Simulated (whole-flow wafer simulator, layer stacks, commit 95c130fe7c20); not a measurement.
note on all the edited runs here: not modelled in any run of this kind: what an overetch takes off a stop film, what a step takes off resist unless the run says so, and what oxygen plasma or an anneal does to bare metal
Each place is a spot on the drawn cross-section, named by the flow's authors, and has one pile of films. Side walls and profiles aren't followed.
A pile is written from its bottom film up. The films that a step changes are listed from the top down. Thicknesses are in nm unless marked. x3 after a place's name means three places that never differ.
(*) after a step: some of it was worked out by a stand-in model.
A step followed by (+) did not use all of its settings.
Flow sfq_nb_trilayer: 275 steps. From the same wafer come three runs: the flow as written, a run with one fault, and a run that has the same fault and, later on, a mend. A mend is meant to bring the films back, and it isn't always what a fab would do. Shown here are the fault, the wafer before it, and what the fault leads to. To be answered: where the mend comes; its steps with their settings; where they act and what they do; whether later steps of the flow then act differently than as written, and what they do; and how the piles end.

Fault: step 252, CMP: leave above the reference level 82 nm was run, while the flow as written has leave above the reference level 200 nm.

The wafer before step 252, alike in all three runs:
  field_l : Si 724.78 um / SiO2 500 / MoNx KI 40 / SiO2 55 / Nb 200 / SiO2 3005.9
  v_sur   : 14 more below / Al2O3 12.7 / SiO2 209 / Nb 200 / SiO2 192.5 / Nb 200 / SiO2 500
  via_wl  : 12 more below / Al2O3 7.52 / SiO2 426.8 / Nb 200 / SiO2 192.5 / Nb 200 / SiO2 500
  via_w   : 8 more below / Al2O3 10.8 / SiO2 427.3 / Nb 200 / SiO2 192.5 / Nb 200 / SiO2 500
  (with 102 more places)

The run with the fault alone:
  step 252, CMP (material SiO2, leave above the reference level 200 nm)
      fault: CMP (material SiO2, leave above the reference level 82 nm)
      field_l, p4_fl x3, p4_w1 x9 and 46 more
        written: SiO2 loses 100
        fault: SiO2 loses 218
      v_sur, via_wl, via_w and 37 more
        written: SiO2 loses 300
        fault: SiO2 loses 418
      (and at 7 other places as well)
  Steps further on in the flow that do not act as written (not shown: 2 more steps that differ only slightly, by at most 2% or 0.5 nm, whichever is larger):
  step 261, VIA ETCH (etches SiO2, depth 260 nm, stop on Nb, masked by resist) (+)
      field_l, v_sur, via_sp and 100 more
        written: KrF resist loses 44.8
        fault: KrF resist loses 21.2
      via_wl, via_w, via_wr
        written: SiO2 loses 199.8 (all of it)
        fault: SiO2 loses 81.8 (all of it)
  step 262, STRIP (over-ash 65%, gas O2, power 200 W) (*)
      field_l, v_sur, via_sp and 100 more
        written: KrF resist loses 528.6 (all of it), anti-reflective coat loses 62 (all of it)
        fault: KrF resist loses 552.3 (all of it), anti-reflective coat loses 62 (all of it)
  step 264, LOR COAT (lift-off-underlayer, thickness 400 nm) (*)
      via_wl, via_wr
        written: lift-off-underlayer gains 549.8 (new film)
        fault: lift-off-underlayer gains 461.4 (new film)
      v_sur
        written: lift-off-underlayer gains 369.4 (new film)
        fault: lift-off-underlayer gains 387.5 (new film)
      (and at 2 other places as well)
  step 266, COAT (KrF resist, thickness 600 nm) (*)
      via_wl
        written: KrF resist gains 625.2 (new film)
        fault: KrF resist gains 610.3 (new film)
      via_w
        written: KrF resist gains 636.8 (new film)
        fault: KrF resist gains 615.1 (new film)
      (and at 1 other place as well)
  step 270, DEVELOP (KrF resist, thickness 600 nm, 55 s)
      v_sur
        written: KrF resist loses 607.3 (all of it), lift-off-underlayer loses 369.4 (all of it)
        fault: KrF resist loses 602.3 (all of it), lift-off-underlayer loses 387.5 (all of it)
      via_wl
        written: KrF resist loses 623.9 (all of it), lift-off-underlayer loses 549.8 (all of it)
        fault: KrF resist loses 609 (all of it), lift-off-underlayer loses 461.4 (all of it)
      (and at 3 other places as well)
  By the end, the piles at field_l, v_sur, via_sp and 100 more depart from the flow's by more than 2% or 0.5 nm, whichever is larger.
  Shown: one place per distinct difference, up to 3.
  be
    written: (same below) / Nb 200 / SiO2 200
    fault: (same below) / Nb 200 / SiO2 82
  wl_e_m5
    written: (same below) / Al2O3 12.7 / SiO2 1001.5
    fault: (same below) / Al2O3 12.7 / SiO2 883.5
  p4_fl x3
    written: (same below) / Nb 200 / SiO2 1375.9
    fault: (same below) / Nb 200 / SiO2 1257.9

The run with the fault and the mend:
  The mend stands after step 259.
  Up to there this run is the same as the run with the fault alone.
  step 259a, STRIP (over-ash 65%, gas O2, power 200 W) (*)
      field_l, v_sur, via_sp and 100 more
        KrF resist loses 625.1 (all of it), anti-reflective coat loses 62 (all of it)
      via_wl, via_w, via_wr
        anti-reflective coat loses 62 (all of it)
  step 259b, PECVD (material SiO2, thickness 118 nm, 150 C, 26.22 s, RF power 183.3 W, pressure 2.4 Torr, precursor SiH4/N2O) (a further turn of the flow's step 251, with different settings)
      field_l, v_sur, via_wl and 103 more
        SiO2 gains 118
  step 259c, COAT (anti-reflective coat, thickness 62 nm) (a further turn of the flow's step 254)
      field_l, v_sur, via_wl and 103 more
        anti-reflective coat gains 62 (new film)
  step 259d, COAT (KrF resist, thickness 650 nm) (a further turn of the flow's step 255)
      field_l, v_sur, via_wl and 103 more
        KrF resist gains 650 (new film)
  step 259e, SOFTBAKE (KrF resist) (a further turn of the flow's step 256)
      leaves every film unchanged at each place that is followed
  step 259f, EXPOSE (photomask I7, dose 11.93 mJ/cm2, NA 0.6, wavelength 248 nm) (*) (a further turn of the flow's step 257)
      leaves every film unchanged at each place that is followed
  step 259g, PEB (KrF resist, 90 s) (a further turn of the flow's step 258)
      field_l, v_sur, via_wl and 103 more
        KrF resist loses 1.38
  step 259h, DEVELOP (KrF resist, thickness 650 nm, 60 s) (a further turn of the flow's step 259)
      field_l, v_sur, via_sp and 100 more
        KrF resist loses 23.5
      via_wl, via_w, via_wr
        KrF resist loses 648.6 (all of it)
  Every later step of the flow that is run acts as written at every place that is followed.
  At every place that both follow, the piles at the end match the flow's.
